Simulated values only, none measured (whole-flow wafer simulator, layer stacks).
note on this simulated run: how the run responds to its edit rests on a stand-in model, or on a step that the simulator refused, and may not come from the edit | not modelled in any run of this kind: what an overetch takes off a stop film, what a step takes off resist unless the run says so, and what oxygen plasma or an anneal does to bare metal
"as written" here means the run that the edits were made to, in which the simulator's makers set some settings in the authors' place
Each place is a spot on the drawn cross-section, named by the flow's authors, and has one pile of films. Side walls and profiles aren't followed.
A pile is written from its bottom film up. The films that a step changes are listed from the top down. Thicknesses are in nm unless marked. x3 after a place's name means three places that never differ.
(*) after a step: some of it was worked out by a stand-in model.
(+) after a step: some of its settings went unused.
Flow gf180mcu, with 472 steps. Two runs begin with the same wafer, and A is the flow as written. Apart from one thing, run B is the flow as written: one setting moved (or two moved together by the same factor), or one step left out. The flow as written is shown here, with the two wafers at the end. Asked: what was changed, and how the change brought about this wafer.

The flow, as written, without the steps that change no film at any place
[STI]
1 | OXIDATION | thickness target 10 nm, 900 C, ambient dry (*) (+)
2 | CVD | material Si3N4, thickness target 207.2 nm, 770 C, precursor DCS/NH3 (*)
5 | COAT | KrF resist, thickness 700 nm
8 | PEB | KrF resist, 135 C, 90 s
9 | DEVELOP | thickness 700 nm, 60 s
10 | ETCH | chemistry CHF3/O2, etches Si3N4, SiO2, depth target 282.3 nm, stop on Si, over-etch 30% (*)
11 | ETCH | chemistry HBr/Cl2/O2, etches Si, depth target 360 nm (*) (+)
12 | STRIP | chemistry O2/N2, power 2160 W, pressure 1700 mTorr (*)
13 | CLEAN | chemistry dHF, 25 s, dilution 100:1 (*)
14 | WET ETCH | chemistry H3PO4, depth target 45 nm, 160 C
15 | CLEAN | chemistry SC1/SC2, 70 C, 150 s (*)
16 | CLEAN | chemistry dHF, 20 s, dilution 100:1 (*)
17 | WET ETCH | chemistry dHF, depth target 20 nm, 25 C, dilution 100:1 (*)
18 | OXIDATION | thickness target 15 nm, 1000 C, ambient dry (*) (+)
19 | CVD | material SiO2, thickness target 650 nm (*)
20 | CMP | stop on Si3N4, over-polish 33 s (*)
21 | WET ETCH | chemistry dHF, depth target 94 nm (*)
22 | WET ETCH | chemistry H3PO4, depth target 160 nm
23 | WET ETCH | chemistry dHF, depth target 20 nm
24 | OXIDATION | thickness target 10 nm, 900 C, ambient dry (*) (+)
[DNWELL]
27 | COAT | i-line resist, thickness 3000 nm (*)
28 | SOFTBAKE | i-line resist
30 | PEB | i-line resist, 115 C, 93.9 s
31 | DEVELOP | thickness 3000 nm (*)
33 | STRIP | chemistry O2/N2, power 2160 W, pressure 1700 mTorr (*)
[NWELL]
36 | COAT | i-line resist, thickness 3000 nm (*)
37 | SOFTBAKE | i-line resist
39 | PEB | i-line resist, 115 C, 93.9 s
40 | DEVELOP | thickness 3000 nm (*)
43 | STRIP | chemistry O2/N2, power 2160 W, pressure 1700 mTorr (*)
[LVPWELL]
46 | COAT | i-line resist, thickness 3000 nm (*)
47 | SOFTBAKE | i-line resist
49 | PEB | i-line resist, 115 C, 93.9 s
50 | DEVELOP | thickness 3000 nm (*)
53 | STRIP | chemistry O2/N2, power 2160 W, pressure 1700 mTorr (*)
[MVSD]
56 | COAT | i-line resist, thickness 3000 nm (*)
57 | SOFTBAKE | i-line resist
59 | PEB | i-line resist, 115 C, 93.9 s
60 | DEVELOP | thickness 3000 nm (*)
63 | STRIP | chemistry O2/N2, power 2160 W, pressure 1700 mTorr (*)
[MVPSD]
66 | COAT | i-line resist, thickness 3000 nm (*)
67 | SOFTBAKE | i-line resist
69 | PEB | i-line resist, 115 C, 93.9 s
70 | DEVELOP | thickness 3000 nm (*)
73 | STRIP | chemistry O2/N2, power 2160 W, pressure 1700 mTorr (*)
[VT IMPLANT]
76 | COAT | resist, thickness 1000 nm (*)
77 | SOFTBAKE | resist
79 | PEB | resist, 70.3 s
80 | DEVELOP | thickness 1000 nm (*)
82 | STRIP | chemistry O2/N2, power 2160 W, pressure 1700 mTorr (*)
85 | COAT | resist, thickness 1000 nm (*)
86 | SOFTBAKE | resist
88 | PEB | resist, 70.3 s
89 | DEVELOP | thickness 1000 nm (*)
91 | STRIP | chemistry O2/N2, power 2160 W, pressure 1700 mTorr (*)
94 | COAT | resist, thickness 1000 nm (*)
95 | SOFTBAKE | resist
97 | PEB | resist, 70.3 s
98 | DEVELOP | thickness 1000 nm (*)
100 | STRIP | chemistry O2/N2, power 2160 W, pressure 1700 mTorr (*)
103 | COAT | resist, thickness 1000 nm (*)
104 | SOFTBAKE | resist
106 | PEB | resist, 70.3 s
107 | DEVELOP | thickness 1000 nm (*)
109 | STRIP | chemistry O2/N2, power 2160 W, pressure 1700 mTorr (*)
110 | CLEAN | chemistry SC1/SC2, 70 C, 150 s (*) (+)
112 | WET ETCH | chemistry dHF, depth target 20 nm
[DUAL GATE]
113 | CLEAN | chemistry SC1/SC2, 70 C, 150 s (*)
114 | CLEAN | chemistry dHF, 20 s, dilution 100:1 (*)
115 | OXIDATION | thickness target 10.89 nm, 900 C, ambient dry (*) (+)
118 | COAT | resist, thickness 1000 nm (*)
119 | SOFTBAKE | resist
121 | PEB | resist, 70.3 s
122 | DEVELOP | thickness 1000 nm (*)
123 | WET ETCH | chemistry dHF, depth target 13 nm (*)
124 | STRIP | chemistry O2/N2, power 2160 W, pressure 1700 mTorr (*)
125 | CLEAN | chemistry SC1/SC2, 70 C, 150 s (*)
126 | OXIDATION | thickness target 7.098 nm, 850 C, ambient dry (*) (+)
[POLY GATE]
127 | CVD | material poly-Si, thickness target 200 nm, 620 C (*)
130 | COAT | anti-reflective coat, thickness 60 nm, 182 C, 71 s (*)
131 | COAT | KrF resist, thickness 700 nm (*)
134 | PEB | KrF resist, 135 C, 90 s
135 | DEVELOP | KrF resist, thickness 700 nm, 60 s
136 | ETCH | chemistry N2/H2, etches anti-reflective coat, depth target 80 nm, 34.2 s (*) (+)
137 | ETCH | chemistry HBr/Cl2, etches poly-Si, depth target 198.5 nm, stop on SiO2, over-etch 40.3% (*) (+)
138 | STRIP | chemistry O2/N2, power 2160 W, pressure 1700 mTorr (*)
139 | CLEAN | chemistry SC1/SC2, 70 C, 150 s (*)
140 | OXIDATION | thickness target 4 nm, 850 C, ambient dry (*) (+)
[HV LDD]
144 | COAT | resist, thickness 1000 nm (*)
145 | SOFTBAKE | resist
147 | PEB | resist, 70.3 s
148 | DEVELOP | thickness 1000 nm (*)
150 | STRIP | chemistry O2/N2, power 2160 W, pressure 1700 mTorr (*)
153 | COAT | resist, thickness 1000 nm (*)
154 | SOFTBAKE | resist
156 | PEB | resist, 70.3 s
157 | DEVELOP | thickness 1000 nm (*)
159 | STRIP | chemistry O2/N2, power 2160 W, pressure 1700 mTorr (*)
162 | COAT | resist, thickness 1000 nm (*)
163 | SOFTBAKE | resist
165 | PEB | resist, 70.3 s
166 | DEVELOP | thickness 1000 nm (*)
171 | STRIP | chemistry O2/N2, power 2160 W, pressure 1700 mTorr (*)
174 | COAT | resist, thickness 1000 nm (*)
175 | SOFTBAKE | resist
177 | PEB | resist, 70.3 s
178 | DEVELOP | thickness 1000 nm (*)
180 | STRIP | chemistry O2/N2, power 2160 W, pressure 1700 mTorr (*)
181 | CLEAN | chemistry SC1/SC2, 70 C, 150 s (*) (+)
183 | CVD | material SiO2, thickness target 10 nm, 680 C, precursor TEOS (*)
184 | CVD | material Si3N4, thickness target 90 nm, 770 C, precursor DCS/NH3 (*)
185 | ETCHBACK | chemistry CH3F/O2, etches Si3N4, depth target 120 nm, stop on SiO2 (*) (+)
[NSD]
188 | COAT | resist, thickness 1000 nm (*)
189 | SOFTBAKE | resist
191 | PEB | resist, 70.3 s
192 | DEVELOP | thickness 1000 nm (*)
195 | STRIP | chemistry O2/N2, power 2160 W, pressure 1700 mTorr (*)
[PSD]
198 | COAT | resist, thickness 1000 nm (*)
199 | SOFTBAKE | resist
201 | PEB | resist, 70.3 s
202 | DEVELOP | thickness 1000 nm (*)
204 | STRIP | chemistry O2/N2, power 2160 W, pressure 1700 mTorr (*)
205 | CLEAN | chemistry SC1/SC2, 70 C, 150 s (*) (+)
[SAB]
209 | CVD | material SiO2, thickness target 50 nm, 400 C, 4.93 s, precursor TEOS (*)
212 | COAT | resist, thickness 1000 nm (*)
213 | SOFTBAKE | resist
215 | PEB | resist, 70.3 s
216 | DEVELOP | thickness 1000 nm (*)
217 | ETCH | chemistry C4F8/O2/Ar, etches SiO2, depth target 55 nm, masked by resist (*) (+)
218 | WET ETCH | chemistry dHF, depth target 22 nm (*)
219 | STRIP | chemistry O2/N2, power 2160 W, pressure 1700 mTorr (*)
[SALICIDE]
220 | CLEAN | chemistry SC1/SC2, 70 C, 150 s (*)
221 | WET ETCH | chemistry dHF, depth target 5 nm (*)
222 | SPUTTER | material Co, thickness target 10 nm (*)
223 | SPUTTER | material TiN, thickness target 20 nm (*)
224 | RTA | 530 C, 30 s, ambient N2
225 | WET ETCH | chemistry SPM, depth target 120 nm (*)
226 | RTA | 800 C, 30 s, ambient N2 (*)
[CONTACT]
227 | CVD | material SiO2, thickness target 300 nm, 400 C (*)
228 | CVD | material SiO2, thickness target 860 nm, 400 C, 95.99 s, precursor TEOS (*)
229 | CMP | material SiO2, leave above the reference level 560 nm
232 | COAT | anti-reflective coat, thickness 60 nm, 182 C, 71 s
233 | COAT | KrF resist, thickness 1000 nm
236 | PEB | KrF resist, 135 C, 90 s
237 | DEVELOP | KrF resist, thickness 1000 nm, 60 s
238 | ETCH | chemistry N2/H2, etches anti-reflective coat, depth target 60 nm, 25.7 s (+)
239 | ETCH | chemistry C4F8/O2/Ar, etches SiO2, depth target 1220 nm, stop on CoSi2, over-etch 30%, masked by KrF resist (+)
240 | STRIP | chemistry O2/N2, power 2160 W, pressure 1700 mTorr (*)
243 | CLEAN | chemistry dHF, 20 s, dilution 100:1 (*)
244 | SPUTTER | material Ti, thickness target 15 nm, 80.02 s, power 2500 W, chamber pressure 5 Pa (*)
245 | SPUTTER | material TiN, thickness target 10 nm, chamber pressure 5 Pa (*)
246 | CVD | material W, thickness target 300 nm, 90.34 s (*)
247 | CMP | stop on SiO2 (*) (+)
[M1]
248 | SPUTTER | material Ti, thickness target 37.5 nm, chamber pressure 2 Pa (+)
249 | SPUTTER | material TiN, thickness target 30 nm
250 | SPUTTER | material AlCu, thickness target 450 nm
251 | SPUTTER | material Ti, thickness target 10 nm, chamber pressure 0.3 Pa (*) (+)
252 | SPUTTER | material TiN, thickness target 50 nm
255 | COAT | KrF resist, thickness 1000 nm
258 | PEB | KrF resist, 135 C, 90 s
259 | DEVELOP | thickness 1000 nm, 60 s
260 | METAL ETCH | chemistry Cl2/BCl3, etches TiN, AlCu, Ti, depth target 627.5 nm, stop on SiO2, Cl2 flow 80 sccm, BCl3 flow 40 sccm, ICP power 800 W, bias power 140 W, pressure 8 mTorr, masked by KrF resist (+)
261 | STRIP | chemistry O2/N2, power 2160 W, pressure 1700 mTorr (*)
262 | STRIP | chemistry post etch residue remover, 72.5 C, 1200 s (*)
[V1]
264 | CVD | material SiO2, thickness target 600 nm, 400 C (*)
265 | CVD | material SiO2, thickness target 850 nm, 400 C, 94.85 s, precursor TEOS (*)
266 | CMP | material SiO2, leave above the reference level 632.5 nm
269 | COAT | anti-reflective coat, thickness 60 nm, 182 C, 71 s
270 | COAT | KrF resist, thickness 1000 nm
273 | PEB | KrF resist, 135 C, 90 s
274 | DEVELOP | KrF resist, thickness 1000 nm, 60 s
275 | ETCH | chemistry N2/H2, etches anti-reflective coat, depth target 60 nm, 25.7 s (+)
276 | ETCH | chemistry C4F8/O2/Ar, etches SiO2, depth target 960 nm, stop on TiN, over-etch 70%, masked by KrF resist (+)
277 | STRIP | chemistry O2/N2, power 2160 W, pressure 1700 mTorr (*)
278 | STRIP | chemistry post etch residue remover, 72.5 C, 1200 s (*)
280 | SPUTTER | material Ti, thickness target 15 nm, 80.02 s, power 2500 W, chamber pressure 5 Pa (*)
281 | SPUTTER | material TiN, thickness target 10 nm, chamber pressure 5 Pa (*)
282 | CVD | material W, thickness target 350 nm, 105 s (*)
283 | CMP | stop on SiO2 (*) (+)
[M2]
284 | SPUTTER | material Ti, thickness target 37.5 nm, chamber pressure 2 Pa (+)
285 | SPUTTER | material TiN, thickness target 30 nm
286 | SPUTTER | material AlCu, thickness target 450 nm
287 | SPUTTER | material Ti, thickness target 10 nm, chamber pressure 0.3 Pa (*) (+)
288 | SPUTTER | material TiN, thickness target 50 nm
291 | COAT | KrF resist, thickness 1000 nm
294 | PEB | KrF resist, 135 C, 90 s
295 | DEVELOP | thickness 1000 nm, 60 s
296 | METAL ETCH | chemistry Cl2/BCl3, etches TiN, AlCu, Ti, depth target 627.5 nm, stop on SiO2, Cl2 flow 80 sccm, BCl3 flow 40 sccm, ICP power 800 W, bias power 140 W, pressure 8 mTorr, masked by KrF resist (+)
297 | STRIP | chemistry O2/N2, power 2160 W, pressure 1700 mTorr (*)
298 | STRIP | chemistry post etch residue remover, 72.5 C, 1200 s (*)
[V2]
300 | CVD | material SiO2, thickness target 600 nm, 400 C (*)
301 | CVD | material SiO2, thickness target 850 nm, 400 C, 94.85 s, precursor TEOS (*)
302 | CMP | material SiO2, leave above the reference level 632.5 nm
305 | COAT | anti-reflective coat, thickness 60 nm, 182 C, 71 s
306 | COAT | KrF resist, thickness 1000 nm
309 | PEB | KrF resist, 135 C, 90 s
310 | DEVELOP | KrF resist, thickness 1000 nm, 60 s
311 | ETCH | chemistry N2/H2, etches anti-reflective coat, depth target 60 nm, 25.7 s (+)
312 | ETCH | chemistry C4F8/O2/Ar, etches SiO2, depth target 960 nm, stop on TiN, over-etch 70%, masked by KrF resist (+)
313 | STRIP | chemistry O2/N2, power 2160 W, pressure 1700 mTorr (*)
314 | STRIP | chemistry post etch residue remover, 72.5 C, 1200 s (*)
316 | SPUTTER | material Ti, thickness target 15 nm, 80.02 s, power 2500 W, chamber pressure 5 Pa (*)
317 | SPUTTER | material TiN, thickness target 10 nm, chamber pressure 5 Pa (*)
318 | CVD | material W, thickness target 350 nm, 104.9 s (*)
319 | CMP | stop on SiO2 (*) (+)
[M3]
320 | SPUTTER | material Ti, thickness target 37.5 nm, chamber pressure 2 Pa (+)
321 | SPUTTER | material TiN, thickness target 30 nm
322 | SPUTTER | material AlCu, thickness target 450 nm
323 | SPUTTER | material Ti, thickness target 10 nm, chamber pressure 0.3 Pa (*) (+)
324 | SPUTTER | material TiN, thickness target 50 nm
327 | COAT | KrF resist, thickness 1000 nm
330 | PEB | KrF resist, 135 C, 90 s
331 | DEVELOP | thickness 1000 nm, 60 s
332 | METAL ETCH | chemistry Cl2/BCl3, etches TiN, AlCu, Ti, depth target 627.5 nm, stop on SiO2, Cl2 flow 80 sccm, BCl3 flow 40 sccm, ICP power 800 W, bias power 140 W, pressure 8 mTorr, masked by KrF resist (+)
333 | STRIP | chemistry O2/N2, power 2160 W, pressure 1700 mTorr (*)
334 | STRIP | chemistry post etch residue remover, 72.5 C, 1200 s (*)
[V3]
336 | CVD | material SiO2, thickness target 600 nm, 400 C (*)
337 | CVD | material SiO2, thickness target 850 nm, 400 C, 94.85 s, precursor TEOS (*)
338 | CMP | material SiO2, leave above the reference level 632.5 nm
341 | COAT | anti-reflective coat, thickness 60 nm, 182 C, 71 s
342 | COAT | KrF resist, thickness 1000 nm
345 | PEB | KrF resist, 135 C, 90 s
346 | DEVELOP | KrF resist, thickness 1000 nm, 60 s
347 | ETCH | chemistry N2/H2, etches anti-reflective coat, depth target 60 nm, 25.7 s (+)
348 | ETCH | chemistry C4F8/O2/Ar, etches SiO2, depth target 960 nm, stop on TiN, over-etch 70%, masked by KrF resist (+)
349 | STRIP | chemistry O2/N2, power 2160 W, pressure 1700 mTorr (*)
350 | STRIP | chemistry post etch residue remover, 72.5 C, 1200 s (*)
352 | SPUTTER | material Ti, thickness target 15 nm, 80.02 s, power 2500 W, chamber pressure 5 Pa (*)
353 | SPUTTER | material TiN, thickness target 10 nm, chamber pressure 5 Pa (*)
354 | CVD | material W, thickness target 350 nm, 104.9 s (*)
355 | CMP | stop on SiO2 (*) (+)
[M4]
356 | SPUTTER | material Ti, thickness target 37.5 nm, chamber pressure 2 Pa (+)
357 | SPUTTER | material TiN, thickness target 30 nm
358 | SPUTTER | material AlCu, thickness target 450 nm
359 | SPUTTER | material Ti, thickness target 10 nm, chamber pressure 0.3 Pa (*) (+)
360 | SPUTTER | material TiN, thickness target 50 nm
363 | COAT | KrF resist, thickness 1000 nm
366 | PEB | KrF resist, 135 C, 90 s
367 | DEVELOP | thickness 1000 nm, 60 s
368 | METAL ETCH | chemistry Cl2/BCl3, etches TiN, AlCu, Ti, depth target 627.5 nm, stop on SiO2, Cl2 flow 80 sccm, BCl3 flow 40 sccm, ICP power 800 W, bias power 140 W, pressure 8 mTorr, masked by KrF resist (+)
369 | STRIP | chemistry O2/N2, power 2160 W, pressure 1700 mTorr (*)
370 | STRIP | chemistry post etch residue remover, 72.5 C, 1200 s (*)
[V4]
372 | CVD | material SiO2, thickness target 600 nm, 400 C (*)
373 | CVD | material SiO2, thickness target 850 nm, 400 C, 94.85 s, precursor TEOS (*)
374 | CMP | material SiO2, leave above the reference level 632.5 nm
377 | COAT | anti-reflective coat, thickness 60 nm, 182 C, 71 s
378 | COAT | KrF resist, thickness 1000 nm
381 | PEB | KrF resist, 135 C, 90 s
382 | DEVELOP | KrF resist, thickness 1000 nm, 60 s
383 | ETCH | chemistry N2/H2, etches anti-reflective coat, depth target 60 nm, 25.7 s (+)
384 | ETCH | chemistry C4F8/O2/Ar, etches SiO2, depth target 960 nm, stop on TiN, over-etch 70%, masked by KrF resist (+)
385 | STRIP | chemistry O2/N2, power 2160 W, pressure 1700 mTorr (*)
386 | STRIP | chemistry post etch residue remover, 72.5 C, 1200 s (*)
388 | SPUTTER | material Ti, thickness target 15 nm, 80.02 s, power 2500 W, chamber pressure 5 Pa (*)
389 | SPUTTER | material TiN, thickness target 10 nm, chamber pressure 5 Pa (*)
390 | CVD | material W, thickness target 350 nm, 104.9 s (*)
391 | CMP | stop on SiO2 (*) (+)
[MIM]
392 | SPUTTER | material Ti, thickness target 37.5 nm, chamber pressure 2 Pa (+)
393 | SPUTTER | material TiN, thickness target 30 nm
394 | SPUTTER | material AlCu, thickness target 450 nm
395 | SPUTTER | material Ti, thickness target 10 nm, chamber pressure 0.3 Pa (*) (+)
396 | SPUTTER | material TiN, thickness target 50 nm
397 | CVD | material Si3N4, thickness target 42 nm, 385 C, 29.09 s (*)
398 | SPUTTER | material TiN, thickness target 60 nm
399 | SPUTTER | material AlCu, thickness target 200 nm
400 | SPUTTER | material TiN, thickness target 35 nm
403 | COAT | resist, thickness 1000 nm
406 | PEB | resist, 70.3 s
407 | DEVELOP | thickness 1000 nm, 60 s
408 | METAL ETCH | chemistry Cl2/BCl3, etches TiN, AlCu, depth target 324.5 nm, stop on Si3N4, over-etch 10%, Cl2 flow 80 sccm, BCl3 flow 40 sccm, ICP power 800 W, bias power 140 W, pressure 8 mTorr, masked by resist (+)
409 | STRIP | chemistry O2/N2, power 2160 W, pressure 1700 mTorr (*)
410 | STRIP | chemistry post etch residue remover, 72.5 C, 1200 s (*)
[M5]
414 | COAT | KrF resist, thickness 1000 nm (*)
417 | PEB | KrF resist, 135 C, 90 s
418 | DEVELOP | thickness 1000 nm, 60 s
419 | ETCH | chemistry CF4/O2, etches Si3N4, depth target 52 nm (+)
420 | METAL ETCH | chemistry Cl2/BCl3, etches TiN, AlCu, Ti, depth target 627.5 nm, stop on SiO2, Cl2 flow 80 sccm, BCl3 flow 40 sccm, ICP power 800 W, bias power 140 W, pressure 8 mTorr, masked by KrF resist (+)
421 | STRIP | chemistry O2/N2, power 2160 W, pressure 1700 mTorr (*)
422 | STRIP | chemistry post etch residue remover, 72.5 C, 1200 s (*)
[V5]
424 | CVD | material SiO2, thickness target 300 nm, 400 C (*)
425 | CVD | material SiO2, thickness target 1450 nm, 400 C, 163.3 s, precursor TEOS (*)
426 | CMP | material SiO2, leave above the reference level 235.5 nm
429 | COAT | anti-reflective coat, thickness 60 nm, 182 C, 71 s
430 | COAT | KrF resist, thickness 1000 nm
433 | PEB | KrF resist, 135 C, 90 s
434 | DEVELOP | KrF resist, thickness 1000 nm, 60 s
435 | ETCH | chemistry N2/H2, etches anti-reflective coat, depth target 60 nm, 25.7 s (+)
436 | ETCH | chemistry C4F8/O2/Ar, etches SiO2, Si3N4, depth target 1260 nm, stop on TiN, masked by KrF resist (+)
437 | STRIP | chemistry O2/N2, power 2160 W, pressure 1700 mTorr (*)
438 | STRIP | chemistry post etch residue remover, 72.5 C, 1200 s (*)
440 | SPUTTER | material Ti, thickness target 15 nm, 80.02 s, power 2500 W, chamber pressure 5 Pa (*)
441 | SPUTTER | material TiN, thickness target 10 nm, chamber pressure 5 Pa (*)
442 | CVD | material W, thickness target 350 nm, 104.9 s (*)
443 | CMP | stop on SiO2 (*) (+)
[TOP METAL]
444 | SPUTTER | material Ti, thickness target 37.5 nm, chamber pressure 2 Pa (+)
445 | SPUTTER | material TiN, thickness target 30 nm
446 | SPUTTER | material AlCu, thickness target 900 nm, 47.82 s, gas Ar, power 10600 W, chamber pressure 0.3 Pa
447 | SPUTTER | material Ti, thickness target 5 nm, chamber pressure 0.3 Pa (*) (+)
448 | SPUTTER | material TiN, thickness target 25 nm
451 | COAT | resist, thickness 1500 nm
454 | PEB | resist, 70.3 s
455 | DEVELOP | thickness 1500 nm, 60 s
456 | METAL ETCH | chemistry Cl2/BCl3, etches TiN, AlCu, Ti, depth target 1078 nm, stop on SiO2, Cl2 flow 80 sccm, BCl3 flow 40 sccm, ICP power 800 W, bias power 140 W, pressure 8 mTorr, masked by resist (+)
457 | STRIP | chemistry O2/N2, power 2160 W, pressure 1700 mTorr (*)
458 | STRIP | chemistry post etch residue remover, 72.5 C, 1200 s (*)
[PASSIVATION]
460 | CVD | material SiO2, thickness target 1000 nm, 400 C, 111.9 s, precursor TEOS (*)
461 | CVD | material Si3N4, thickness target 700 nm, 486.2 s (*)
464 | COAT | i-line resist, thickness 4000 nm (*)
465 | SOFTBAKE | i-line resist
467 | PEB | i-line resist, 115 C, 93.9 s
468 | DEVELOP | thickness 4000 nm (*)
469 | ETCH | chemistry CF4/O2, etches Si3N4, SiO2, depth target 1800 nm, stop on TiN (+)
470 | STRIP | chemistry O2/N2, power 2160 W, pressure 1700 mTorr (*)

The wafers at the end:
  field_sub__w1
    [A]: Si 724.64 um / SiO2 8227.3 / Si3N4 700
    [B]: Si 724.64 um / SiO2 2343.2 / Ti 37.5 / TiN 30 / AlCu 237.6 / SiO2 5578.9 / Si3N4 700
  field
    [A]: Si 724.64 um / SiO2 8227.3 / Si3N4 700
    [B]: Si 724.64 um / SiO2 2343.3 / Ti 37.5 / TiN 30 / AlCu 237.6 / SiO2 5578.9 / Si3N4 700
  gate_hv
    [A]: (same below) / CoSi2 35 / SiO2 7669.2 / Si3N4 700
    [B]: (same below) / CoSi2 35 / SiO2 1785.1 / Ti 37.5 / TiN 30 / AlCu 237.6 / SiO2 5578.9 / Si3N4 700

Cause: step 296, METAL ETCH: depth target 266.7 nm was run, while the flow as written has depth target 627.5 nm.

Step by step, how the change led to this:
  296 | METAL ETCH | chemistry Cl2/BCl3, etches TiN, AlCu, Ti, depth target 627.5 nm, stop on SiO2, Cl2 flow 80 sccm, BCl3 flow 40 sccm, ICP power 800 W, bias power 140 W, pressure 8 mTorr, masked by KrF resist (+)
      field, field__w1, field__w2 and 103 more: A TiN loses 50 (all of it), Ti loses 10 (all of it), AlCu loses 450 (all of it), TiN loses 30 (all of it), Ti loses 37.5 (all of it) | B TiN loses 50 (all of it), Ti loses 10 (all of it), AlCu loses 206.7
      field__w8, contact, m1, m1__w1, m1_nw: A KrF resist loses 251 | B KrF resist loses 106.7
  297 | STRIP | chemistry O2/N2, power 2160 W, pressure 1700 mTorr (*)
      field__w8, contact, m1, m1__w1, m1_nw: A KrF resist loses 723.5 (all of it) | B KrF resist loses 867.8 (all of it)
  298 | STRIP | chemistry post etch residue remover, 72.5 C, 1200 s (*)
      field, field__w1, field__w2 and 103 more: A nothing | B AlCu loses 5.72
  300 | CVD | material SiO2, thickness target 600 nm, 400 C (*)
      field, field__w1, field__w2 and 103 more: A SiO2 gains 600 | B SiO2 gains 600 (new film)
  302 | CMP | material SiO2, leave above the reference level 632.5 nm
      field, field__w1, field__w2 and 103 more: A SiO2 loses 300 | B SiO2 loses 605.1
Taking metal films that touch as one body, field_sub__w1 has 1 body; the flow as written gives 0 bodies.
Taking metal films that touch as one body, field has 1 body; the flow as written gives 0 bodies.
Taking metal films that touch as one body, gate_hv has 2 bodies (between them, from the top down: SiO2 1785.1); the flow as written gives 1 body.
